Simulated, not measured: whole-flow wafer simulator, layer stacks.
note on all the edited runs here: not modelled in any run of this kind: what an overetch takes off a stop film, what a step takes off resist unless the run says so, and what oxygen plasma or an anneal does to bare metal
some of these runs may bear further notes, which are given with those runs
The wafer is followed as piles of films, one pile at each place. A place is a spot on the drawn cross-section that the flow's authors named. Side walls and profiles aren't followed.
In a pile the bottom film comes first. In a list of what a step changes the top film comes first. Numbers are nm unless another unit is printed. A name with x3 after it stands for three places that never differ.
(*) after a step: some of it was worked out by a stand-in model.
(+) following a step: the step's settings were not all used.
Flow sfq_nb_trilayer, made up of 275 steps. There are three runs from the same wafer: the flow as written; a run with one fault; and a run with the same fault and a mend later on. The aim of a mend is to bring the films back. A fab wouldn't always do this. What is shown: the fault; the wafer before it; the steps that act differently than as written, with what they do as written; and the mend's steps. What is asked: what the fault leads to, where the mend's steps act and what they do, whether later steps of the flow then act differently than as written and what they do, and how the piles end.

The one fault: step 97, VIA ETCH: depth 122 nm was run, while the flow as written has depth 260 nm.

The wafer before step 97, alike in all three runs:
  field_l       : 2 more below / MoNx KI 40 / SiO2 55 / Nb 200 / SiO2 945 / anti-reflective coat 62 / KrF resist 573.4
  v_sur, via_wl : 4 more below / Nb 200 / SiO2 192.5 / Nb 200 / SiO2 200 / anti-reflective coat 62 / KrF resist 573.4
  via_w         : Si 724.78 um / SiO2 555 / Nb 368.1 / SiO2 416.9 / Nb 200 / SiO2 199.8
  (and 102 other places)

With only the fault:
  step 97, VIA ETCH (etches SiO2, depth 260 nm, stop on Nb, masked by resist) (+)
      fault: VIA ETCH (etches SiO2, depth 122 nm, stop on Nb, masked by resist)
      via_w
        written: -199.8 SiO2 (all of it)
        fault: -122 SiO2
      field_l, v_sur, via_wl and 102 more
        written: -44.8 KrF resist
        fault: -21 KrF resist
  Later steps of the flow acting differently than as written (3 other steps are not shown; they differ only slightly, by no more than 2% or 0.5 nm, whichever is larger):
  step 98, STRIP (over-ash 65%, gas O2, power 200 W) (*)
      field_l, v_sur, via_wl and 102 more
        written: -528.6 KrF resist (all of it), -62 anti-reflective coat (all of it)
        fault: -552.4 KrF resist (all of it), -62 anti-reflective coat (all of it)
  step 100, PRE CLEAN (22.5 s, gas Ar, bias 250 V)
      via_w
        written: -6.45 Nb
        fault: -7.5 SiO2
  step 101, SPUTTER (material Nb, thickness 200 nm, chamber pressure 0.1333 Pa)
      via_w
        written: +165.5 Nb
        fault: +182.5 Nb (new film)
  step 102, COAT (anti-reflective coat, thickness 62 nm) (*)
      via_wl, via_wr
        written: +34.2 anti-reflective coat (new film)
        fault: +37.2 anti-reflective coat (new film)
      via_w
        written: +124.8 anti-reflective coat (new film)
        fault: +107.3 anti-reflective coat (new film)
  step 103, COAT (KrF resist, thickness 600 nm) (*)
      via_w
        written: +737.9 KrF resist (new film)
        fault: +674.3 KrF resist (new film)
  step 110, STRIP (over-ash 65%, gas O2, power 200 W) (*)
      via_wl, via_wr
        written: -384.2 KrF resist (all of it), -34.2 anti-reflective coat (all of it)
        fault: -391 KrF resist (all of it), -37.2 anti-reflective coat (all of it)
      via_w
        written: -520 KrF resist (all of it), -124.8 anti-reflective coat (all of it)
        fault: -456.5 KrF resist (all of it), -107.3 anti-reflective coat (all of it)
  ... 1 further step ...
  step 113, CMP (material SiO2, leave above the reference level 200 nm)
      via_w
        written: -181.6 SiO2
        fault: -160.4 SiO2
  By the end, the piles at via_w depart from the flow's by more than 2% or 0.5 nm, whichever is larger.
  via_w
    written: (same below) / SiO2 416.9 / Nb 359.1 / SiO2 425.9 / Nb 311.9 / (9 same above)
    fault: (same below) / SiO2 416.9 / Nb 200 / SiO2 70.3 / Nb 182.5 / SiO2 332.1 / Nb 311.9 / (9 same above)

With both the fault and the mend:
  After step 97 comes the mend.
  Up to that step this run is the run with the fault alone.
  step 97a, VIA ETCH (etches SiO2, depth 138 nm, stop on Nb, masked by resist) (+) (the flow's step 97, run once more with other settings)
      field_l, v_sur, via_wl and 102 more
        -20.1 KrF resist
      via_w
        -77.8 SiO2 (all of it)
  Later steps of the flow that are run all act as written at every place that is followed, up to a difference of at most 2% or 0.5 nm, whichever is larger.
  By the end, the piles equal the flow's at every place that both follow.
